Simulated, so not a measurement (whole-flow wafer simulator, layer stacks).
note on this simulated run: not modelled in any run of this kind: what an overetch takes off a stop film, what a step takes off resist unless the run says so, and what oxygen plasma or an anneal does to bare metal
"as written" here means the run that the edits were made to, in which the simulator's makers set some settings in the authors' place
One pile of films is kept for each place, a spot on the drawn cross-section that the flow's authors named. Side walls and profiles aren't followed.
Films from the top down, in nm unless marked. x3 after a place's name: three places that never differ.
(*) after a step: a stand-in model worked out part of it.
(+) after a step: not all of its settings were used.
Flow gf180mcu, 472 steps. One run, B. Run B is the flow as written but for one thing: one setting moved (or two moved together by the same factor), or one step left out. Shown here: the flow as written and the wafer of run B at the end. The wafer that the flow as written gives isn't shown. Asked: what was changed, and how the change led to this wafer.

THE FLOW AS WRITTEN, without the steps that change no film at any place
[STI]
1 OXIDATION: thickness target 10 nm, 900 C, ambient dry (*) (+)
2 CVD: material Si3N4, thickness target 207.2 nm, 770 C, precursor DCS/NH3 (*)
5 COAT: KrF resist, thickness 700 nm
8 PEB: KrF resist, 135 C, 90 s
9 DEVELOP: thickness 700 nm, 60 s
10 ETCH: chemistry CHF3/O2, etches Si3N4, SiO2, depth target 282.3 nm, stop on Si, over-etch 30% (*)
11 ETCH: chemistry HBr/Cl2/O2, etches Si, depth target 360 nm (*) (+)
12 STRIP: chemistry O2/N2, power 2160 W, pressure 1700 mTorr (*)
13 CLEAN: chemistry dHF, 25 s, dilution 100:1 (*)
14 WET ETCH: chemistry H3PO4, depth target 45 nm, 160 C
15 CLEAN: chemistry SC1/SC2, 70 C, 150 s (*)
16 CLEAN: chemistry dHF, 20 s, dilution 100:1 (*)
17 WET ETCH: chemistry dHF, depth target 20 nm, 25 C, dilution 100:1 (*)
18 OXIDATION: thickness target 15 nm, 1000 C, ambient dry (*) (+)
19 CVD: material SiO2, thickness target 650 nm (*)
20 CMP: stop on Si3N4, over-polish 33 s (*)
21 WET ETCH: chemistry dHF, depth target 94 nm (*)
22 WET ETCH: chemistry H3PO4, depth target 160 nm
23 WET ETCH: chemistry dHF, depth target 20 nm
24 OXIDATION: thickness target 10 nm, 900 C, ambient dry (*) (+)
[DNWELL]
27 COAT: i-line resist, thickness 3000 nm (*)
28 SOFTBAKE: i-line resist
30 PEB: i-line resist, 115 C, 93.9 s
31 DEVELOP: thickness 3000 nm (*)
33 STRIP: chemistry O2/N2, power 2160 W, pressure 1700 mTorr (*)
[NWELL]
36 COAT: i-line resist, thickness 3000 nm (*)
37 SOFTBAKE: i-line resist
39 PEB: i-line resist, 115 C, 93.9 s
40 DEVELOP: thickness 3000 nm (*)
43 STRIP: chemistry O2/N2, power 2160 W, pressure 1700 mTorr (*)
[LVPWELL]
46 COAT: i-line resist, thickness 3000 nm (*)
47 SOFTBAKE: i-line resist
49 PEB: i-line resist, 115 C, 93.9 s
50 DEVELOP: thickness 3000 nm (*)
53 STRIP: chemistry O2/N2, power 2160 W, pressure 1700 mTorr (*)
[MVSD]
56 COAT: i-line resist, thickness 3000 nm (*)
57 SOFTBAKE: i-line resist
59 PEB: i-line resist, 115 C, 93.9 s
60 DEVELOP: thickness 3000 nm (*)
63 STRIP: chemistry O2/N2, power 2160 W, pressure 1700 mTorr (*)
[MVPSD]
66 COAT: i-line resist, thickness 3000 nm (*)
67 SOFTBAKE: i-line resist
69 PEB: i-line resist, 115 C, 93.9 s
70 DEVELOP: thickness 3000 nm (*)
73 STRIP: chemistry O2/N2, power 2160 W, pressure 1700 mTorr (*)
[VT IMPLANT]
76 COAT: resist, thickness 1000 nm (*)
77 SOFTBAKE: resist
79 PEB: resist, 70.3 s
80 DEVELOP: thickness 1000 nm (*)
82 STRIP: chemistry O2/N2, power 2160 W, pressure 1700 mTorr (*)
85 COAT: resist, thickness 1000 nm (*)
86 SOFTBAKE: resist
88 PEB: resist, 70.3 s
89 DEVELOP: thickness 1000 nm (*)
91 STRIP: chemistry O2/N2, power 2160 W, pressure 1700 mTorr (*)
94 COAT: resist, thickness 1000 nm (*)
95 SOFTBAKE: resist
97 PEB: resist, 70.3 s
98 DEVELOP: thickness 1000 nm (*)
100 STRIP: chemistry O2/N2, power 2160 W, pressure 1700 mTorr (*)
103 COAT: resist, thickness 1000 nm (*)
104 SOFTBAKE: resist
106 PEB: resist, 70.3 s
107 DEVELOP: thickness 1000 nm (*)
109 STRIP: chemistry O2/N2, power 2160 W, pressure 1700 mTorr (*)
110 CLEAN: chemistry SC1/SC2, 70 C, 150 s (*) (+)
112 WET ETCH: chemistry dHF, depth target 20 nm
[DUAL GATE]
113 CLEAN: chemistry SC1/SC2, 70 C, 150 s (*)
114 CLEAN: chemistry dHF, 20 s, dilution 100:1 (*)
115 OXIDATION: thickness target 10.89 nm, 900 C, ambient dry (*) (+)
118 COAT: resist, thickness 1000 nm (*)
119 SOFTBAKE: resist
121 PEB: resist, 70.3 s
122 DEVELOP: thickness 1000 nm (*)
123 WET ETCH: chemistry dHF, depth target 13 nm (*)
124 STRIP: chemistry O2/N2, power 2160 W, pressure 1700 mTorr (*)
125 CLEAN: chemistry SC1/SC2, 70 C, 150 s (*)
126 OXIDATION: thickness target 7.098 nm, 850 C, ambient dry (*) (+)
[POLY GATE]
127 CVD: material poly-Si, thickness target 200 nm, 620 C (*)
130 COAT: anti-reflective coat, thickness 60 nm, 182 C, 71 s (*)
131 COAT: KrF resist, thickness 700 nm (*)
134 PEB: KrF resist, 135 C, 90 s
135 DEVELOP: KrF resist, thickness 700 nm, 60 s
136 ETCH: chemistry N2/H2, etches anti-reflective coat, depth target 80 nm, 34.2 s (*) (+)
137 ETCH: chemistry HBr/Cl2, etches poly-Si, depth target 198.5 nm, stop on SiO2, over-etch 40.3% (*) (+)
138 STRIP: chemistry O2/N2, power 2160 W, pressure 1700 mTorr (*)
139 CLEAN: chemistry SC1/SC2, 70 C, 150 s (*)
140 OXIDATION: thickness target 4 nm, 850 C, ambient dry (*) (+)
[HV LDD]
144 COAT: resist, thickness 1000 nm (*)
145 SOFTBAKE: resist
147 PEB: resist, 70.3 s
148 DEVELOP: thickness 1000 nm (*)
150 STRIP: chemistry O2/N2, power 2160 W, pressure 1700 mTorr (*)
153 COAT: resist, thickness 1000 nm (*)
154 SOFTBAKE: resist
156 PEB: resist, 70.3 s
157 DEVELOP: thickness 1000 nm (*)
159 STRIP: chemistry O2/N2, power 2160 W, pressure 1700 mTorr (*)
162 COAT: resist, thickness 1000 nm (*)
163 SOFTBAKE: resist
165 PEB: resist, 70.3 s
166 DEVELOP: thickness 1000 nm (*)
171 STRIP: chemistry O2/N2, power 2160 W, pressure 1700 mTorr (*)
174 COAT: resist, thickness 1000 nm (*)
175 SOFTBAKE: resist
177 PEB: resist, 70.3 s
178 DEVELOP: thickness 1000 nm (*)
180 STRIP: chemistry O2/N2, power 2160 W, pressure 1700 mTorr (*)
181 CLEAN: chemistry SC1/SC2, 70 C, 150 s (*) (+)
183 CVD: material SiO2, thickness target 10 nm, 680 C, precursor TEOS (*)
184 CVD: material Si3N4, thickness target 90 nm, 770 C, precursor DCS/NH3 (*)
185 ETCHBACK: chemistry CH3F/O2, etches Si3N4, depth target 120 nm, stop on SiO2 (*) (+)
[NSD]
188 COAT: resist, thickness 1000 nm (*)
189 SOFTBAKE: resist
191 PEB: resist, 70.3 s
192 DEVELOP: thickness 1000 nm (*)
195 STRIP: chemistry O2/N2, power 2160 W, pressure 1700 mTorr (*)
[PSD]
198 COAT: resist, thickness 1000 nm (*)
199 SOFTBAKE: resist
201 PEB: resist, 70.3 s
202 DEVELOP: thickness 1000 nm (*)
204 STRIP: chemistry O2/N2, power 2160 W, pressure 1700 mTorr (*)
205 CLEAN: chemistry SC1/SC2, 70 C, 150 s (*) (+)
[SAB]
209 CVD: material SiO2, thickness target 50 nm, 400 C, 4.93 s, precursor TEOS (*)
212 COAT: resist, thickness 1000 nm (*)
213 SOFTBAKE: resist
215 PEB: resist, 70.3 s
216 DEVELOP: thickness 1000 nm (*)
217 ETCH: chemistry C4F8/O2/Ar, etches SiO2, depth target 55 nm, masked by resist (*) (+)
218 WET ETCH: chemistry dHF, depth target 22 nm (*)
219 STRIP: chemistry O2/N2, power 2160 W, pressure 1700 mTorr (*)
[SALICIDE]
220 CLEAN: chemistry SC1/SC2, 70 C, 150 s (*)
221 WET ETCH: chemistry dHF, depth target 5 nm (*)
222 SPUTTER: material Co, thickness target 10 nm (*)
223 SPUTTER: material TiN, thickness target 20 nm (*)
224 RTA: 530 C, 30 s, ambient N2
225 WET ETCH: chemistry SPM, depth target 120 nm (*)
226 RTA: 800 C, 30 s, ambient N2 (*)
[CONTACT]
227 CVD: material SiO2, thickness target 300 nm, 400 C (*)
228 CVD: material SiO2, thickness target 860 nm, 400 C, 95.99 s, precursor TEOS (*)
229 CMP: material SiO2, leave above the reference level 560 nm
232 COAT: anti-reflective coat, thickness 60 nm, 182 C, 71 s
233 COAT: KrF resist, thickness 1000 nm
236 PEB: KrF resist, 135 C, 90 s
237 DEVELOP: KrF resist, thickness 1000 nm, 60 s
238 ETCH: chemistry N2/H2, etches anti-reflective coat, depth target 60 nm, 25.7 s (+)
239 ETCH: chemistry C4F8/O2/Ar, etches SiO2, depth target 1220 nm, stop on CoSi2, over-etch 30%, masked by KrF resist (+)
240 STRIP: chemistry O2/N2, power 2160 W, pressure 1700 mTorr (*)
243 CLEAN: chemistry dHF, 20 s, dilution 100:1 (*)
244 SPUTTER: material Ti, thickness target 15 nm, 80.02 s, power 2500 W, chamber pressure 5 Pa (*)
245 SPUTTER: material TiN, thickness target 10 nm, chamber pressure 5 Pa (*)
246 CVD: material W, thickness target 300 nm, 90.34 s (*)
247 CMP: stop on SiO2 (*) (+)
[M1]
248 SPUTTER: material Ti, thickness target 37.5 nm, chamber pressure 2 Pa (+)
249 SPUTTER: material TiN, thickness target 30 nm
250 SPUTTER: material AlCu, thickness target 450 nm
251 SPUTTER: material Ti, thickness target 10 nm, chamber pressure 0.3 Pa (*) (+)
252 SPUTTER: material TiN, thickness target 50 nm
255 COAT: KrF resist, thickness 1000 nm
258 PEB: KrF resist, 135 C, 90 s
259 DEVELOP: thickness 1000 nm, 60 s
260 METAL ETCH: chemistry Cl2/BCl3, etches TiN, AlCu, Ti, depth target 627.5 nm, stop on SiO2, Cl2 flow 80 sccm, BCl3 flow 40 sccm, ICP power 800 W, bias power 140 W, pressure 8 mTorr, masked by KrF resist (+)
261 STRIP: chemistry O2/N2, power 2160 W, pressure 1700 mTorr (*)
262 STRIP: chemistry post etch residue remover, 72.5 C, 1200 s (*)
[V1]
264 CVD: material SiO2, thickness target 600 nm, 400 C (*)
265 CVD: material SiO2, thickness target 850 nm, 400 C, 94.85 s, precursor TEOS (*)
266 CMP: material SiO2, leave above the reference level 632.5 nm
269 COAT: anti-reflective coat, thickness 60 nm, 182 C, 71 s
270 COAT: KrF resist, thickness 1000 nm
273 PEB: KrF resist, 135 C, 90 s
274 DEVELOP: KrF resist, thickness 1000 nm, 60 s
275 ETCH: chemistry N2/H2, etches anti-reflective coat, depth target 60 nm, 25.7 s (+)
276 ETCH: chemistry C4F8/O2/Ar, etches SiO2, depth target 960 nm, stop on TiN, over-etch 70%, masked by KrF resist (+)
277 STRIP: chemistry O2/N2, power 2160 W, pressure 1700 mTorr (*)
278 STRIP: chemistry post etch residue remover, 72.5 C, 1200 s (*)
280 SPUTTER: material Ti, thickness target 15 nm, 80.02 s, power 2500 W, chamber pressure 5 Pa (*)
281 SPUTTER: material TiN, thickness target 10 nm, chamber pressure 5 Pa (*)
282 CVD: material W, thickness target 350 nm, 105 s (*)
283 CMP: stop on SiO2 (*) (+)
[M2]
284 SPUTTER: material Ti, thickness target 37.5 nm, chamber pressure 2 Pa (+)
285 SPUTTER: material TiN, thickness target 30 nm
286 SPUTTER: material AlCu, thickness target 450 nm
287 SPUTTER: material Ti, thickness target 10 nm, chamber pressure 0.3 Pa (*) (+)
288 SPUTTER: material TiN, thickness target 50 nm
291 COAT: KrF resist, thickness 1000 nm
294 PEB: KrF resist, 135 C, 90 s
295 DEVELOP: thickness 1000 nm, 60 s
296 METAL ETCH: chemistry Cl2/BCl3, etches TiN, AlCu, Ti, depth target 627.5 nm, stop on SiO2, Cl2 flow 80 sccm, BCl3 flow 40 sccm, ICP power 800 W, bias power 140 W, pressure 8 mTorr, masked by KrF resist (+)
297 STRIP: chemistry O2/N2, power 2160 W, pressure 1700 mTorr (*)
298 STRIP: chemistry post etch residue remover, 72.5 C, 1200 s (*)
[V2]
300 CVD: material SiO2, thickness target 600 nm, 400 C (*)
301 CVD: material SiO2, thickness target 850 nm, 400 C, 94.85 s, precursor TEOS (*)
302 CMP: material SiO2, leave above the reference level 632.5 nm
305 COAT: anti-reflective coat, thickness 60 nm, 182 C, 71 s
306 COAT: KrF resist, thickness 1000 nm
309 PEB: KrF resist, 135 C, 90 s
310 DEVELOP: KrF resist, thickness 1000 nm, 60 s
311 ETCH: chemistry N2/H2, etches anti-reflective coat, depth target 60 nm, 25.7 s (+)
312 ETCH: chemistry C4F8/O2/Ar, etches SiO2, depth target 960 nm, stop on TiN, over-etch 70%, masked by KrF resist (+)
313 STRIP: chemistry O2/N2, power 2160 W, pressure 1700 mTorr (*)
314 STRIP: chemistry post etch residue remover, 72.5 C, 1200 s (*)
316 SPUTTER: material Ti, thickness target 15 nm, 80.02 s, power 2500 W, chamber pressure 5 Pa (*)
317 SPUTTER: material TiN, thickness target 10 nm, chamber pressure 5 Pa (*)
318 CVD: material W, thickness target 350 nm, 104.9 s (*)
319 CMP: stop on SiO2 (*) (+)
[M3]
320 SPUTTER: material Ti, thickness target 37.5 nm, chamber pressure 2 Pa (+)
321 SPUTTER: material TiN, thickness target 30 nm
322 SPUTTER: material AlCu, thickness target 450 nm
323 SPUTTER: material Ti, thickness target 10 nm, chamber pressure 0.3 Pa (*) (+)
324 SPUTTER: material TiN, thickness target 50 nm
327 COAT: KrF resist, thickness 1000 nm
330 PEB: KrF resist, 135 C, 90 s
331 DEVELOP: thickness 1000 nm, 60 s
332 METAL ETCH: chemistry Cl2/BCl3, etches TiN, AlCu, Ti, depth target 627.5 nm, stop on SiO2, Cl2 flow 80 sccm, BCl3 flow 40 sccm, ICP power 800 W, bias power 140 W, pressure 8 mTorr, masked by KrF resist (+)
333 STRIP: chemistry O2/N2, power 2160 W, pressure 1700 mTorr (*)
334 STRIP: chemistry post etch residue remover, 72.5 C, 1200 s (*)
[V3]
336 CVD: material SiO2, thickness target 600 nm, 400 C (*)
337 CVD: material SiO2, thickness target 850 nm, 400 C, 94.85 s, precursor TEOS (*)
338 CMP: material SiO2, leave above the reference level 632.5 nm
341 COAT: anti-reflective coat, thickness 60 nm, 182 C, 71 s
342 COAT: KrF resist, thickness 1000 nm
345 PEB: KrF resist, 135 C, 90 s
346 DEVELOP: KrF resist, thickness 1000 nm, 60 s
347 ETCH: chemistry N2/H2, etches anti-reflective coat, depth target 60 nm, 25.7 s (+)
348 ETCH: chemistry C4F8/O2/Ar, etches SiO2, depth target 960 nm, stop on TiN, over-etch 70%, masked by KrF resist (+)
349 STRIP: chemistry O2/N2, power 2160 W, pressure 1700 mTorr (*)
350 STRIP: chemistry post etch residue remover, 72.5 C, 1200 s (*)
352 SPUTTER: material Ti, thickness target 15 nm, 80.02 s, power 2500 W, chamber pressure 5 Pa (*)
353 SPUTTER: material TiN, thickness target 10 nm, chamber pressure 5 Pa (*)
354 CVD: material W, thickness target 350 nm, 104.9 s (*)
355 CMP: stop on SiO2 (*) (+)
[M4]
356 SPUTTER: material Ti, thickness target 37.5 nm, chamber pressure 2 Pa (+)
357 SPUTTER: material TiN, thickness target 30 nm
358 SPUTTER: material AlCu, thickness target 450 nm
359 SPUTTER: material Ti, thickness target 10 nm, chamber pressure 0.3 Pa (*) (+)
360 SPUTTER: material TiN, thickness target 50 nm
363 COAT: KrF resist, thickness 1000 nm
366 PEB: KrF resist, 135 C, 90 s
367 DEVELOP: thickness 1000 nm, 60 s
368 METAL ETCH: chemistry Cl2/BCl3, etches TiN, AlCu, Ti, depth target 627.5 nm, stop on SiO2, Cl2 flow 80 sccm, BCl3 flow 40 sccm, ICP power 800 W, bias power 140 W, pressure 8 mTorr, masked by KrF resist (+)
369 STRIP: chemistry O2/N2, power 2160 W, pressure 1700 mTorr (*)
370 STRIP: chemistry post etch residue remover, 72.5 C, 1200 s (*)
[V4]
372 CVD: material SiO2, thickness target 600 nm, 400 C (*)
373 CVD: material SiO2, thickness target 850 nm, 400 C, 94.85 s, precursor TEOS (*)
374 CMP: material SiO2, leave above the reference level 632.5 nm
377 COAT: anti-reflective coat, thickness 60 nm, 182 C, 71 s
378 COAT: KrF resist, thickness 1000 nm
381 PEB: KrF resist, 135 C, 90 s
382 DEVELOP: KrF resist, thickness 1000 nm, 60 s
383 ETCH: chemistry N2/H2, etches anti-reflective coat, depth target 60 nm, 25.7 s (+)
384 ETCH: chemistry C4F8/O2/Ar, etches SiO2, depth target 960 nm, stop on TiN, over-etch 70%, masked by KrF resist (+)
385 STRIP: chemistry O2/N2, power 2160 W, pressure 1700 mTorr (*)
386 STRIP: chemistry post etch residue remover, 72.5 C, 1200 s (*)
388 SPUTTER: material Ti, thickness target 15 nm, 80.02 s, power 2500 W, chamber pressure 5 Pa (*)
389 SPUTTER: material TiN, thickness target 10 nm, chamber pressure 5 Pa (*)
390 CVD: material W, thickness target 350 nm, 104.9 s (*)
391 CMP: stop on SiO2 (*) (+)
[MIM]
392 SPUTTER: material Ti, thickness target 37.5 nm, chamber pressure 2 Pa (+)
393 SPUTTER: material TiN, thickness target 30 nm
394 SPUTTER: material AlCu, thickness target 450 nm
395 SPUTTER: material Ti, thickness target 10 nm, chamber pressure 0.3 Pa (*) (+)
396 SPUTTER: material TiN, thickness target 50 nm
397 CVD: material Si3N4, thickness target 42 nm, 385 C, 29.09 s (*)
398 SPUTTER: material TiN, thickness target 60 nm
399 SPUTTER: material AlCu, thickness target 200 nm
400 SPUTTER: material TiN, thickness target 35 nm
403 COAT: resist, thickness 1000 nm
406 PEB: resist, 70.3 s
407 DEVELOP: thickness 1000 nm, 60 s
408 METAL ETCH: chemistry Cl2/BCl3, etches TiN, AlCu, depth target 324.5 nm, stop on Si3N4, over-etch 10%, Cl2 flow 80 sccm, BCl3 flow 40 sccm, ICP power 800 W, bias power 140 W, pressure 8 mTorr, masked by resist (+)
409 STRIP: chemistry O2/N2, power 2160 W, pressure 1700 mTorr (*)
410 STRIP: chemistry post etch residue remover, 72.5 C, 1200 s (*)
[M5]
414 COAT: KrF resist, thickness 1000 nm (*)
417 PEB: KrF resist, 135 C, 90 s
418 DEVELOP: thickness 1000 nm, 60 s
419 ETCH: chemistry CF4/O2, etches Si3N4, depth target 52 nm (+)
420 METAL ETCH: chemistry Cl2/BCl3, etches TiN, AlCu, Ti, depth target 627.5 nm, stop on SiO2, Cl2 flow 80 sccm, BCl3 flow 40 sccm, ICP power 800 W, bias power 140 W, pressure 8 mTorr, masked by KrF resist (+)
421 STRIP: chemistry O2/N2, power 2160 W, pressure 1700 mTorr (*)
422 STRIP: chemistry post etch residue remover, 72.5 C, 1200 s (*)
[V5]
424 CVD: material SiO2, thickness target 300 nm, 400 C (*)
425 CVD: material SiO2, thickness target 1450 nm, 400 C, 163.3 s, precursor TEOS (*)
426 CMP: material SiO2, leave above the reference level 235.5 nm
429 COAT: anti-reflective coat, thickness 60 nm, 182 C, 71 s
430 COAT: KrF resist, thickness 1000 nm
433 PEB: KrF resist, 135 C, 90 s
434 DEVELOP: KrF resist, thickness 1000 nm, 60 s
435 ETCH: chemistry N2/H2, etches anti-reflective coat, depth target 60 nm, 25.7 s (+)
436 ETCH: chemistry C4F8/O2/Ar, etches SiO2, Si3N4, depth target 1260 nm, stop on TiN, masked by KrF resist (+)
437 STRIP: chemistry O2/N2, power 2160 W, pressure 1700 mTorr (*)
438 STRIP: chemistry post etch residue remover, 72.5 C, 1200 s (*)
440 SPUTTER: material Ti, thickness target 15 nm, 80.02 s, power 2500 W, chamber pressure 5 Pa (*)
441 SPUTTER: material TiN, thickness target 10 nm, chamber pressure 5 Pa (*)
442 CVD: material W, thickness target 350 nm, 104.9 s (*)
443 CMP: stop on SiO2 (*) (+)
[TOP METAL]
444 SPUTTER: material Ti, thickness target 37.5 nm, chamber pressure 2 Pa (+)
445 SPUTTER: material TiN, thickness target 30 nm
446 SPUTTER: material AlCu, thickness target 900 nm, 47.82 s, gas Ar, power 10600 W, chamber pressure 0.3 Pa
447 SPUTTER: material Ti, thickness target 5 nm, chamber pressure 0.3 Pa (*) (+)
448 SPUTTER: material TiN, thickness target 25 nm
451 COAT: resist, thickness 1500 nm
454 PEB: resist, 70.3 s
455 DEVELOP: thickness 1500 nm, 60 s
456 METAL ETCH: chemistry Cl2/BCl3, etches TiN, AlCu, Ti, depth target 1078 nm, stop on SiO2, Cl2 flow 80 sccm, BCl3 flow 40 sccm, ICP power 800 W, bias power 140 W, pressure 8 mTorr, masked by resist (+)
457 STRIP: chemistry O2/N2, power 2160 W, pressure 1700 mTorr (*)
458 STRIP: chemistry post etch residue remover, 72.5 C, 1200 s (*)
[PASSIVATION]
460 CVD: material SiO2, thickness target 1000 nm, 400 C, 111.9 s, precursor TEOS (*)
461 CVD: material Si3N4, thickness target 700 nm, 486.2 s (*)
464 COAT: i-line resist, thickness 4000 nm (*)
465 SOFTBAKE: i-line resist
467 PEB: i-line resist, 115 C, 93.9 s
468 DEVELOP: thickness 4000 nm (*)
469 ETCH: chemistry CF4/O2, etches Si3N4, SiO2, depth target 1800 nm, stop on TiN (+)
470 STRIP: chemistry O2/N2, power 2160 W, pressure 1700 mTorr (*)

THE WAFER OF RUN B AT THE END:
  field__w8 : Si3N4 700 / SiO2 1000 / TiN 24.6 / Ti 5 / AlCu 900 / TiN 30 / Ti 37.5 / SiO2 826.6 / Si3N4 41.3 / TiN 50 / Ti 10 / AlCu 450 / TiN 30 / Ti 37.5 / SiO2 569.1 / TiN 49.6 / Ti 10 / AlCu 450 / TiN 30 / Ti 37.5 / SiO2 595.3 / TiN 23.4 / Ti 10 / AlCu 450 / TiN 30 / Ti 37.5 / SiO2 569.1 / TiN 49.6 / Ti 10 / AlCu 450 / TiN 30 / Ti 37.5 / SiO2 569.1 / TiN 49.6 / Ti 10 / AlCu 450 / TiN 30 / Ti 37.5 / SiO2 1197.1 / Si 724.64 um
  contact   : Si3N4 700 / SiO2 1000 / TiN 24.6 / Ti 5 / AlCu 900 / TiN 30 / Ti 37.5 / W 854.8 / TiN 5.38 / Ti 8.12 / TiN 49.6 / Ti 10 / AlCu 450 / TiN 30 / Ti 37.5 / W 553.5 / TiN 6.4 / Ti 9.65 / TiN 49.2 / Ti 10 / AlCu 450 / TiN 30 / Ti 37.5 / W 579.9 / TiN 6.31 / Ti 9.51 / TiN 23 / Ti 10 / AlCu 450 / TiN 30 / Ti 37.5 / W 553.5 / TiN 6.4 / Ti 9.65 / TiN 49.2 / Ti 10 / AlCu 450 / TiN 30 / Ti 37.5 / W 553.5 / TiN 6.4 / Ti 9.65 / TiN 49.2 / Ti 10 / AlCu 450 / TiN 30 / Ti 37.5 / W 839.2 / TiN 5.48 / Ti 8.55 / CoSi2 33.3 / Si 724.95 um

The cause: step 324, SPUTTER: thickness target 23.8 nm was run, where the flow has thickness target 50 nm.

How the change led to this, step by step:
  324 SPUTTER: material TiN, thickness target 50 nm
      field, field__w1, field__w2 and 108 more: TiN +23.8 (new film) (as written it would be: TiN +50 (new film))
  332 METAL ETCH: chemistry Cl2/BCl3, etches TiN, AlCu, Ti, depth target 627.5 nm, stop on SiO2, Cl2 flow 80 sccm, BCl3 flow 40 sccm, ICP power 800 W, bias power 140 W, pressure 8 mTorr, masked by KrF resist (+)
      field, field__w1, field__w2 and 103 more: TiN -23.8 (all of it), Ti -10 (all of it), AlCu -450 (all of it), TiN -30 (all of it), Ti -37.5 (all of it) (as written it would be: TiN -50 (all of it), Ti -10 (all of it), AlCu -450 (all of it), TiN -30 (all of it), Ti -37.5 (all of it))
  338 CMP: material SiO2, leave above the reference level 632.5 nm
      field__w8, contact, m1, m1__w1, m1_nw: SiO2 -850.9 (as written it would be: SiO2 -877.1)
  348 ETCH: chemistry C4F8/O2/Ar, etches SiO2, depth target 960 nm, stop on TiN, over-etch 70%, masked by KrF resist (+)
      contact: SiO2 -598.7 (all of it) (as written it would be: SiO2 -572.5 (all of it))
  354 CVD: material W, thickness target 350 nm, 104.9 s (*)
      contact: W +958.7 (new film) (as written it would be: W +932.3 (new film))
